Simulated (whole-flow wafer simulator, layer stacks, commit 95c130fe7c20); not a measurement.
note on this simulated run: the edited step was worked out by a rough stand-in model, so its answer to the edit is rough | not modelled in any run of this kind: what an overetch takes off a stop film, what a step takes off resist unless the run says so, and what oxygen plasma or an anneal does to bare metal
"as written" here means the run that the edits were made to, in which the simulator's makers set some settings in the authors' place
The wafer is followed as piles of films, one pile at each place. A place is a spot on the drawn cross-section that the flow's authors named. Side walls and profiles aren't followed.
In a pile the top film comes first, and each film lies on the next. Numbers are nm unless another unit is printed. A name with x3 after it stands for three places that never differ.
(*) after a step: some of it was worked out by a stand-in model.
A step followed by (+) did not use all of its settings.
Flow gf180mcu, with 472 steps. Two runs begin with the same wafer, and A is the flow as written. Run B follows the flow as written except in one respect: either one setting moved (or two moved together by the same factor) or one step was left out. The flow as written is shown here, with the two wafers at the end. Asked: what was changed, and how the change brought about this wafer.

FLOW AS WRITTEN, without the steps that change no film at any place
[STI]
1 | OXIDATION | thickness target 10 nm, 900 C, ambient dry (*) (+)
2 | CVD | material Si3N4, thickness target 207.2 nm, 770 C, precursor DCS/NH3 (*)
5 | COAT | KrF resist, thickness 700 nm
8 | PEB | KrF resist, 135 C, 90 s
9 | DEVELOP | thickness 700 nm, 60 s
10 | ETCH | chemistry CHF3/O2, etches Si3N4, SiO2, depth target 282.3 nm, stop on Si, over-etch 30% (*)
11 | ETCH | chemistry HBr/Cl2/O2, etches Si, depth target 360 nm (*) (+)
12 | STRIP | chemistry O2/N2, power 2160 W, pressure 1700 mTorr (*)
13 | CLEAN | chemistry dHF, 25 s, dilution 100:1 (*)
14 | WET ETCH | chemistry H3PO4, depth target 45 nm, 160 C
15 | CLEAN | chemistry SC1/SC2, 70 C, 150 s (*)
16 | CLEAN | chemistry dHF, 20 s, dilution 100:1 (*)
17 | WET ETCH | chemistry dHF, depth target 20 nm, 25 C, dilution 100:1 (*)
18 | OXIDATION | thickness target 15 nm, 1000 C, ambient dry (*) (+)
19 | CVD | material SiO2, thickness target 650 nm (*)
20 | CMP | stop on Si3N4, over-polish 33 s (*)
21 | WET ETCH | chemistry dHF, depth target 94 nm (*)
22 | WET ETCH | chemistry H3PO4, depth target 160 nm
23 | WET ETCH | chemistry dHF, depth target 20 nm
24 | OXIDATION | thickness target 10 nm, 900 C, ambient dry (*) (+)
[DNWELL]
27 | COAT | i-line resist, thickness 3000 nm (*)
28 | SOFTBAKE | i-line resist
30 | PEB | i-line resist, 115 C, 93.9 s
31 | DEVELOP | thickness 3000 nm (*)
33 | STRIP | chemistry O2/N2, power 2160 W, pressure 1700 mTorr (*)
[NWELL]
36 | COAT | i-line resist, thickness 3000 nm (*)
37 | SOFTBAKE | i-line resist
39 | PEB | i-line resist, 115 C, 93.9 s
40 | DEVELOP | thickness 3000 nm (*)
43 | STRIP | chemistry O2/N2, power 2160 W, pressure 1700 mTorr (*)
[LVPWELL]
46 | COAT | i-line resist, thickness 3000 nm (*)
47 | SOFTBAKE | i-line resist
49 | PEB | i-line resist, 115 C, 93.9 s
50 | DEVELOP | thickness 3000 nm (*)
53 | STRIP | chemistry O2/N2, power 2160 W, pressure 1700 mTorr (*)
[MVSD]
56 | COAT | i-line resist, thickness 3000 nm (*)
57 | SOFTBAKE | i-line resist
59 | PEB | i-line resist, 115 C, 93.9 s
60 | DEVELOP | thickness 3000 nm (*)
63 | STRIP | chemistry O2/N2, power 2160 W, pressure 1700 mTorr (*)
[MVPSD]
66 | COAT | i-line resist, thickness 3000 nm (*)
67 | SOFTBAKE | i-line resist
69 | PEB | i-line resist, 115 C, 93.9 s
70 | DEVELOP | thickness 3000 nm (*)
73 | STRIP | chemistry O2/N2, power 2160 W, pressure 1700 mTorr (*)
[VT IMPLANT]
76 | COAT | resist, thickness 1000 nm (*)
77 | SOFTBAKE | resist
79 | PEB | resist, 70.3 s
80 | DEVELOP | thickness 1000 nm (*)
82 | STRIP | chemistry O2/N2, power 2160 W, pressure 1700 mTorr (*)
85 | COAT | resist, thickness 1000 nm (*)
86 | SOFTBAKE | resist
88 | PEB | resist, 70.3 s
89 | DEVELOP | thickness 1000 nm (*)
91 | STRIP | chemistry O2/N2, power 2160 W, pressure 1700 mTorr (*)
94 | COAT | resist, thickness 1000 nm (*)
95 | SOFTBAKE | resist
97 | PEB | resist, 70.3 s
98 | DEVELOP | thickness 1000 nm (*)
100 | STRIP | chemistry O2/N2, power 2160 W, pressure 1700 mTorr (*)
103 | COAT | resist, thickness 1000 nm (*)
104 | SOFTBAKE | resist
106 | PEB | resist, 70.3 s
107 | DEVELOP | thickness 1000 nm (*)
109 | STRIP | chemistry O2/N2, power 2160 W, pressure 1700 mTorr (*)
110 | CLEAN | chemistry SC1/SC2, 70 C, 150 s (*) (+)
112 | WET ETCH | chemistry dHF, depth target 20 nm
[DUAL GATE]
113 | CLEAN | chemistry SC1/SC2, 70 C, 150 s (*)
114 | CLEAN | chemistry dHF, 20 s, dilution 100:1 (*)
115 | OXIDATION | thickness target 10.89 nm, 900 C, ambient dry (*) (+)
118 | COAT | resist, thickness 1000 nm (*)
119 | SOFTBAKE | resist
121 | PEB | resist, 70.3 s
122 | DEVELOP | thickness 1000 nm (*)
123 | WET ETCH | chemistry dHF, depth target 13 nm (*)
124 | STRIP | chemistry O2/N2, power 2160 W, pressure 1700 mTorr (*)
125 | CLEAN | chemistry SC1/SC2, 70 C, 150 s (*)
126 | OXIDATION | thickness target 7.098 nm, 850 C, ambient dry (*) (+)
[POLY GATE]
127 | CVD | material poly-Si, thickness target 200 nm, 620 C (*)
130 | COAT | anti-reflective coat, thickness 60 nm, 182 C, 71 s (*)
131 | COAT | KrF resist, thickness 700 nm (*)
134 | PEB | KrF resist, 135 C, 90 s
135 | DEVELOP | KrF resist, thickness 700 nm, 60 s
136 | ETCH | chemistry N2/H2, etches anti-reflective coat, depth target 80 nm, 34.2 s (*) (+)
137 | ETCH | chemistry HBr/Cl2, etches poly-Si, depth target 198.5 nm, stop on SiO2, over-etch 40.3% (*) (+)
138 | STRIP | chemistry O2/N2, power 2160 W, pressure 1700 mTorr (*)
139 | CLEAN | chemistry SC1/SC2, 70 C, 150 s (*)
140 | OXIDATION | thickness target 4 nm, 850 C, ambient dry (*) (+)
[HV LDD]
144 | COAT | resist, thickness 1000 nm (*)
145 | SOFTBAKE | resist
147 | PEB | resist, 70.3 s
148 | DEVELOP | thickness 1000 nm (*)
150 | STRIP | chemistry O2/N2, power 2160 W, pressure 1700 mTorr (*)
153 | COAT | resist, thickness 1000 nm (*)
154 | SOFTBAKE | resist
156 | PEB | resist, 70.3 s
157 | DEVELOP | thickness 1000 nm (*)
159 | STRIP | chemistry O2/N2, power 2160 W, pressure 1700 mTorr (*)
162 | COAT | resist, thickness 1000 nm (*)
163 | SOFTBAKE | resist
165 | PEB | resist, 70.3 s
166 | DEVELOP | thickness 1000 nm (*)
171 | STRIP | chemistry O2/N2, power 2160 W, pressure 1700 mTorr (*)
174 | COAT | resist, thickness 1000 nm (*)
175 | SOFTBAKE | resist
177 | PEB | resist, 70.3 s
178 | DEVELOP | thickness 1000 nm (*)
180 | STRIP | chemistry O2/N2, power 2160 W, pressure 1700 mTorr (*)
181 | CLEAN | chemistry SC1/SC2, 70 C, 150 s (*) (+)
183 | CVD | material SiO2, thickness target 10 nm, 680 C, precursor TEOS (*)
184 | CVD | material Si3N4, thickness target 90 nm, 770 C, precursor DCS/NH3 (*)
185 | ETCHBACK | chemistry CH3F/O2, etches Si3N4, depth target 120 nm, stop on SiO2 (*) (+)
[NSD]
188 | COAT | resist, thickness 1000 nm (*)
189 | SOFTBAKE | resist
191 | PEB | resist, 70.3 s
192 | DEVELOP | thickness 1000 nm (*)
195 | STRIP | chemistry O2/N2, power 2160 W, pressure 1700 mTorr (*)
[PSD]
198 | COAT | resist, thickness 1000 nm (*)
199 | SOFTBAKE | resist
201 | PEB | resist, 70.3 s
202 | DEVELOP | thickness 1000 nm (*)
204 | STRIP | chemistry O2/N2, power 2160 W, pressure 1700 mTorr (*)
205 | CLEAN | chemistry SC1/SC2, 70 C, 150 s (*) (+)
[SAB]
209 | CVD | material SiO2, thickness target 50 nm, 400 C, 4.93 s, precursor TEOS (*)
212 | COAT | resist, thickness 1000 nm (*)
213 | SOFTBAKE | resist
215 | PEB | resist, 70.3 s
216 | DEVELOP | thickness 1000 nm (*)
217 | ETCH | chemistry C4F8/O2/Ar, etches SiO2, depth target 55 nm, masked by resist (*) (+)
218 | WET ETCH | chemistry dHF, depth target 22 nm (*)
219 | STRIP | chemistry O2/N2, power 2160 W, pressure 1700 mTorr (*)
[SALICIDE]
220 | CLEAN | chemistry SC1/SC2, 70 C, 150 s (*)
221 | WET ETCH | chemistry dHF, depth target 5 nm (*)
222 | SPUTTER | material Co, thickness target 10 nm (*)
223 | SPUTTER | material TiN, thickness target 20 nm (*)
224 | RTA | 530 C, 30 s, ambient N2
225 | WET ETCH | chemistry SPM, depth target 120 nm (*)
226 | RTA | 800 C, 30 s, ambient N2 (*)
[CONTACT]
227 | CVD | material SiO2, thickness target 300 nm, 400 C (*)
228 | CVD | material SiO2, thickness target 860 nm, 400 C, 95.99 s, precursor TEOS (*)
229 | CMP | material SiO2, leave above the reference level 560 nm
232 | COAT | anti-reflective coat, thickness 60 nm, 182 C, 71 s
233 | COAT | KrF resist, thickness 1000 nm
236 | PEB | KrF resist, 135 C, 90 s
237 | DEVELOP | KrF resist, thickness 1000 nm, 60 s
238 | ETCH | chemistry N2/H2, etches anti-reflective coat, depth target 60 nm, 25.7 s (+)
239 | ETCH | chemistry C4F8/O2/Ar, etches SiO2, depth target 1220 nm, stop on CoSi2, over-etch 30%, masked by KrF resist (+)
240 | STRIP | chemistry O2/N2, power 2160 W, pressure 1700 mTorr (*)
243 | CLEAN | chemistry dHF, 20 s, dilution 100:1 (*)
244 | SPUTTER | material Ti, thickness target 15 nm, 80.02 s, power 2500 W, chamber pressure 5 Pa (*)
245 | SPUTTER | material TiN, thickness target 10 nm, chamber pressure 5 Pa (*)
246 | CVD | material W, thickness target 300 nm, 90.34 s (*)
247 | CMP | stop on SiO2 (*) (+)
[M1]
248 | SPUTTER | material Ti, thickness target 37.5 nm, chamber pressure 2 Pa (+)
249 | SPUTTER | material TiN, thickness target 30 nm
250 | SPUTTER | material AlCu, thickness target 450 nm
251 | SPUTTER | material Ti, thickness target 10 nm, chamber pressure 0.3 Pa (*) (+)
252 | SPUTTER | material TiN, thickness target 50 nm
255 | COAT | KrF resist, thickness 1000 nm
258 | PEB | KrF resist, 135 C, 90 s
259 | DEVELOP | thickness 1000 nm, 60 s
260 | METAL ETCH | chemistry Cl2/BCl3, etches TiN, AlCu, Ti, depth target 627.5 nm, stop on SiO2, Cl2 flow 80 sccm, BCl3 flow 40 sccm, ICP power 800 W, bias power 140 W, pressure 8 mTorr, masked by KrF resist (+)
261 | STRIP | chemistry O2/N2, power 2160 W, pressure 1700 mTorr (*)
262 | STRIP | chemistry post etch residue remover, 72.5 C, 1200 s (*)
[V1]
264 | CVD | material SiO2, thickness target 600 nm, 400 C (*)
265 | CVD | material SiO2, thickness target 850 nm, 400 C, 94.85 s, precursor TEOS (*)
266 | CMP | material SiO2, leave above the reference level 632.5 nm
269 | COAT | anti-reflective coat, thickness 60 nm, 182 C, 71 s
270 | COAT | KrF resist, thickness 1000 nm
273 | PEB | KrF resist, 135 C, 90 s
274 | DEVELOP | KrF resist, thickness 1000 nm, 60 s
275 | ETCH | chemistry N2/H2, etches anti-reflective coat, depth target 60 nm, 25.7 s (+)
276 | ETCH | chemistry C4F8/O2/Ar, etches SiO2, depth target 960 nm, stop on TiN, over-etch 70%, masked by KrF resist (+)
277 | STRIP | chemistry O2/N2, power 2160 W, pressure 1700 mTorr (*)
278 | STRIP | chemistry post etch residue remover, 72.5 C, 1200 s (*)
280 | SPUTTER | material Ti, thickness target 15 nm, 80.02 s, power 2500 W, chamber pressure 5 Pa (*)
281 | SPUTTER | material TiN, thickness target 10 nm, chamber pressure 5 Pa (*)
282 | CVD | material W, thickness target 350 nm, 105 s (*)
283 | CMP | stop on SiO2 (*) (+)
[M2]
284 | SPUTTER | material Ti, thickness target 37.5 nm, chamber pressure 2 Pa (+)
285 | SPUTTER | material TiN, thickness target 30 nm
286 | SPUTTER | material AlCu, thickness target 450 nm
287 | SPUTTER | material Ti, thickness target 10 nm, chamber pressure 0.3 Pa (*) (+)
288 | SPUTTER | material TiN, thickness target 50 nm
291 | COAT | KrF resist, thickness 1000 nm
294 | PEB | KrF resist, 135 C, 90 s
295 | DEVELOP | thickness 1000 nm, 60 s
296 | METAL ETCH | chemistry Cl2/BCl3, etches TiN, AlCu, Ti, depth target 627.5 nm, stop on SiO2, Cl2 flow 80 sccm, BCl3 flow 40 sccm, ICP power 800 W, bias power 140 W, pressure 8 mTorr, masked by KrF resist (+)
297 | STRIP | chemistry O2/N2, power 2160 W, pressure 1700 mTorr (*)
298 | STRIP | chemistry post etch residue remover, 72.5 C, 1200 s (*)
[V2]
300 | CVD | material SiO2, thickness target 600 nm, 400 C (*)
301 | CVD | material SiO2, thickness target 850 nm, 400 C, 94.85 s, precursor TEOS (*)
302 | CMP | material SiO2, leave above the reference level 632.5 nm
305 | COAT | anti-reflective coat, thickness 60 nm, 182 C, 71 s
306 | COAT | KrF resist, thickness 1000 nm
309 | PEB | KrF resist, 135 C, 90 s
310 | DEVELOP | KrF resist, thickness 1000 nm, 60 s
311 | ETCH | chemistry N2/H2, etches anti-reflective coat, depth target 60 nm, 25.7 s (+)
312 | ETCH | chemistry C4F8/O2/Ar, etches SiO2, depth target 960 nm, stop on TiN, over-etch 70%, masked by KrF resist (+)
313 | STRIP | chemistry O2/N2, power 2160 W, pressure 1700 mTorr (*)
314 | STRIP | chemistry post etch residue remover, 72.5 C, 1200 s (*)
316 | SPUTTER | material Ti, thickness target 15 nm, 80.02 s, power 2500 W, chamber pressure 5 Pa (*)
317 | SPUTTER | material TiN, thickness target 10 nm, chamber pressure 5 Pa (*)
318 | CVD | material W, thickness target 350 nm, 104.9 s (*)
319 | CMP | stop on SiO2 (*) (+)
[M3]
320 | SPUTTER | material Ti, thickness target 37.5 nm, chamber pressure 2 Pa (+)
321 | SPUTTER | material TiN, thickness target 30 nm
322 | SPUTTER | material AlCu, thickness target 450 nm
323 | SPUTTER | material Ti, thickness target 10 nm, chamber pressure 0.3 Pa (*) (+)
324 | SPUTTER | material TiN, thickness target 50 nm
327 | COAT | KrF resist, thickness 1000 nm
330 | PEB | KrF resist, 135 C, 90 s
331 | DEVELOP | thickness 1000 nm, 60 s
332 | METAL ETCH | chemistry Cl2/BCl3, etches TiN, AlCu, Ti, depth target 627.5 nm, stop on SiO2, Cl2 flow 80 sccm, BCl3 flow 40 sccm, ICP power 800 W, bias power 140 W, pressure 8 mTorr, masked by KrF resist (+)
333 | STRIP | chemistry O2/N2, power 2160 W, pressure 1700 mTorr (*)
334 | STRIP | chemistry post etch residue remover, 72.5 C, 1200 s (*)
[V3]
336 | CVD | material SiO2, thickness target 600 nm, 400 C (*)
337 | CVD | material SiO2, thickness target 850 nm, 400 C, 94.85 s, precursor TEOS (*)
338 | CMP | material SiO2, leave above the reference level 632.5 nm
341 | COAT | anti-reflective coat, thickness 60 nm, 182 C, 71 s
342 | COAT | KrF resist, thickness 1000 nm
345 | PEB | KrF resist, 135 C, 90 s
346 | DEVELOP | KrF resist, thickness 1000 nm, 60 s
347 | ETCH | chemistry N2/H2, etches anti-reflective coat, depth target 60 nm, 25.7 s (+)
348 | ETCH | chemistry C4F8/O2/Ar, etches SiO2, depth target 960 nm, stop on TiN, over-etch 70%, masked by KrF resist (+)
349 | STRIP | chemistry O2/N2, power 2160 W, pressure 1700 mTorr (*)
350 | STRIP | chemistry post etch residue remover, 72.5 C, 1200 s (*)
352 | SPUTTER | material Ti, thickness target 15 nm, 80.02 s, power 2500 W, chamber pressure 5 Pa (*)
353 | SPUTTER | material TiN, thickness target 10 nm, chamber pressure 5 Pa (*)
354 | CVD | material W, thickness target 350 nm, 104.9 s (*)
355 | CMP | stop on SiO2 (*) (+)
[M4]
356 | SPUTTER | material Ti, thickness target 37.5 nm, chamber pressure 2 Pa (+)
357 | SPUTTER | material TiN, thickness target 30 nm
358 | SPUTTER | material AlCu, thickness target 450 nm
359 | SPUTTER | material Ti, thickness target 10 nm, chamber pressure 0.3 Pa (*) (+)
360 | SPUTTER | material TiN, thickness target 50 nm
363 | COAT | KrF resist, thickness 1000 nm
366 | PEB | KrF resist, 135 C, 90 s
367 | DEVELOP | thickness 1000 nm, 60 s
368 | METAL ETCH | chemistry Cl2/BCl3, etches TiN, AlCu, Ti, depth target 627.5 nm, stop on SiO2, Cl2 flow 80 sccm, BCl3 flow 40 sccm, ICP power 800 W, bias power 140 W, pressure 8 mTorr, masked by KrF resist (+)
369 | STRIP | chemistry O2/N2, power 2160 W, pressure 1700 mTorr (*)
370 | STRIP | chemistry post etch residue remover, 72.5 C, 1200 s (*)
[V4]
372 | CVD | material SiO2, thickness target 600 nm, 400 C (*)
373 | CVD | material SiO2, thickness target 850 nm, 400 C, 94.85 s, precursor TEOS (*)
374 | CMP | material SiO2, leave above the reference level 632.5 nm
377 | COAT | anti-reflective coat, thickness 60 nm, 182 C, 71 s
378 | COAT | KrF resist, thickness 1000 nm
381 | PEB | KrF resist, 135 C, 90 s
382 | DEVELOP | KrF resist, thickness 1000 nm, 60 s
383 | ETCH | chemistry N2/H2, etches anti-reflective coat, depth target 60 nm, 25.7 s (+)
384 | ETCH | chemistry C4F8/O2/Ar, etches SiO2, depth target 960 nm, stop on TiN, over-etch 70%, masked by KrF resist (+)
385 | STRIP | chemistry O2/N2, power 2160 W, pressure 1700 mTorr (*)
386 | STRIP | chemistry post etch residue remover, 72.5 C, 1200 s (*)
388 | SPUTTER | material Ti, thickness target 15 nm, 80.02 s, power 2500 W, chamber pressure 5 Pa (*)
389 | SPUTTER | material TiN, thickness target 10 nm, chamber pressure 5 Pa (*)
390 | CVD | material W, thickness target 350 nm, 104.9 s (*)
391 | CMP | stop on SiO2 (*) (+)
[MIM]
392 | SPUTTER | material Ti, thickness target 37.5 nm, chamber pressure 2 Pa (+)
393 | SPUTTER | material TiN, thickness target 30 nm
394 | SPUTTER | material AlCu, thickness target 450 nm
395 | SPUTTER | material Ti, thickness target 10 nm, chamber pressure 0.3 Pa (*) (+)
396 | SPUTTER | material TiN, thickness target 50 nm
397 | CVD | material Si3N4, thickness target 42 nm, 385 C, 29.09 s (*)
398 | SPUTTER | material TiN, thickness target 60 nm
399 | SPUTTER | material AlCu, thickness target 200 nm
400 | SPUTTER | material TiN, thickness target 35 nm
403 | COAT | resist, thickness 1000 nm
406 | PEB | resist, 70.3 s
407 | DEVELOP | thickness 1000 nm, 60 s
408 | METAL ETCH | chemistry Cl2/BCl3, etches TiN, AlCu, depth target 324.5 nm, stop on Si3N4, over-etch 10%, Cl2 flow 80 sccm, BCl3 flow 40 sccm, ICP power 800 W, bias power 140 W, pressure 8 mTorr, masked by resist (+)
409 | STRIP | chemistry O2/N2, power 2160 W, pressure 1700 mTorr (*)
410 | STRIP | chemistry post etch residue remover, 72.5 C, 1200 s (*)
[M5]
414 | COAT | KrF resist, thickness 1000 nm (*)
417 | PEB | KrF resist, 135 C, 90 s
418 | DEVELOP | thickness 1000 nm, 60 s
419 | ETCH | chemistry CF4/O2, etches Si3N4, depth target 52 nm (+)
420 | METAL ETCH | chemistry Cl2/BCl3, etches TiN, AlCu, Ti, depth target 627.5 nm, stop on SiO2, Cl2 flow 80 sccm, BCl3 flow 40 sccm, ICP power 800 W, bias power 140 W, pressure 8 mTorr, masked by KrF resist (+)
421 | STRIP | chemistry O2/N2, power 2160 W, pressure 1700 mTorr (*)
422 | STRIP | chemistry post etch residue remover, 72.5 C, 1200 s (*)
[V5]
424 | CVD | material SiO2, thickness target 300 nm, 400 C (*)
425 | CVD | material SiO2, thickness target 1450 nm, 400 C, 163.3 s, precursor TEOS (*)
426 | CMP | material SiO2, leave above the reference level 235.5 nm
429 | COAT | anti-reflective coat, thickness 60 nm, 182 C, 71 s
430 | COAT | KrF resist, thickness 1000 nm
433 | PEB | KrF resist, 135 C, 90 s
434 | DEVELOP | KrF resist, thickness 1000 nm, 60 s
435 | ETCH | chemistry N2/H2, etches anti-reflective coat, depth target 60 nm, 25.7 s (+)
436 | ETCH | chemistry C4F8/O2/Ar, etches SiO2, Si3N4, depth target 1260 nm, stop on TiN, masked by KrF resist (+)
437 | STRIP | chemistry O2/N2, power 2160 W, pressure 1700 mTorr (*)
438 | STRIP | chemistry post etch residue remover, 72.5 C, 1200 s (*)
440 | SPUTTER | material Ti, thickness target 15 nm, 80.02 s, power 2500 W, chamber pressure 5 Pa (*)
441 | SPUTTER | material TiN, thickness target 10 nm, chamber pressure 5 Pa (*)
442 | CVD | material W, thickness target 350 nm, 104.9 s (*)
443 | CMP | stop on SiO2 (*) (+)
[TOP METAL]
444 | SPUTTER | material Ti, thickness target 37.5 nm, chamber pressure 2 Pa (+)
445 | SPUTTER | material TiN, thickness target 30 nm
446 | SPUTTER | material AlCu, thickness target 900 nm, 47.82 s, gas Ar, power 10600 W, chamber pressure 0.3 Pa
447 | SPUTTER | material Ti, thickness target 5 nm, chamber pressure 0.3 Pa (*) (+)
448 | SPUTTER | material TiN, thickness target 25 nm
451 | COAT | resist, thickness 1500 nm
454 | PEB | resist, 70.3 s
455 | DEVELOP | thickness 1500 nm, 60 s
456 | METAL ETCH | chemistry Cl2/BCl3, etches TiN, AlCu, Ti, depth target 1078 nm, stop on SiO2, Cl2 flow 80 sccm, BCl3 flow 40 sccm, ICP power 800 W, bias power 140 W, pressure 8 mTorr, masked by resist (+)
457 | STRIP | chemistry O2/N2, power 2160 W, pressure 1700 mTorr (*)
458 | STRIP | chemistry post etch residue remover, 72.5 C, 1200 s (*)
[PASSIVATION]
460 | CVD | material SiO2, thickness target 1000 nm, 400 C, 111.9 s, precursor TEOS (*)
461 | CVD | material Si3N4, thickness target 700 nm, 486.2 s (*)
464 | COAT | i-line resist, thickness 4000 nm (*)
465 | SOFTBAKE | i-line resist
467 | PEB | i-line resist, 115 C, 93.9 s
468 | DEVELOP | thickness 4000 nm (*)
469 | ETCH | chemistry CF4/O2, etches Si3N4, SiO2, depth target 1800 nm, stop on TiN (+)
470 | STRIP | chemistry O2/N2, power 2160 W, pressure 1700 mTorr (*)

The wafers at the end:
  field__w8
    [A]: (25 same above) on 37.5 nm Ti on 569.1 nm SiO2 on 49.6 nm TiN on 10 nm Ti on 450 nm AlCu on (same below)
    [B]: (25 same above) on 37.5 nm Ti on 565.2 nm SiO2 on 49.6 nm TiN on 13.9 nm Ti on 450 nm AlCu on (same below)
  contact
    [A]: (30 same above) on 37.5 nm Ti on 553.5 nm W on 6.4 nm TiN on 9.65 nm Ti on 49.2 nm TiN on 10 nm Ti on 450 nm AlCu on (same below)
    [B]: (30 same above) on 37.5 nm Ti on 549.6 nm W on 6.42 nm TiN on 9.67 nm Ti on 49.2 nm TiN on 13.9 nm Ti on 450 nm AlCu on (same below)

What caused this: step 287, SPUTTER: thickness target 13.9 nm was run, whereas the flow has thickness target 10 nm.
The wafer itself shows it: field__w8 has Ti 13.9, and step 287 as written asks for 10 nm.

Step by step, how the change led to this:
  287 | SPUTTER | material Ti, thickness target 10 nm, chamber pressure 0.3 Pa (*) (+)
      field, field__w1, field__w2 and 108 more: A +10 Ti (new film) | B +13.9 Ti (new film)
  296 | METAL ETCH | chemistry Cl2/BCl3, etches TiN, AlCu, Ti, depth target 627.5 nm, stop on SiO2, Cl2 flow 80 sccm, BCl3 flow 40 sccm, ICP power 800 W, bias power 140 W, pressure 8 mTorr, masked by KrF resist (+)
      field, field__w1, field__w2 and 103 more: A -50 TiN (all of it), -10 Ti (all of it), -450 AlCu (all of it), -30 TiN (all of it), -37.5 Ti (all of it) | B -50 TiN (all of it), -13.9 Ti (all of it), -450 AlCu (all of it), -30 TiN (all of it), -37.5 Ti (all of it)
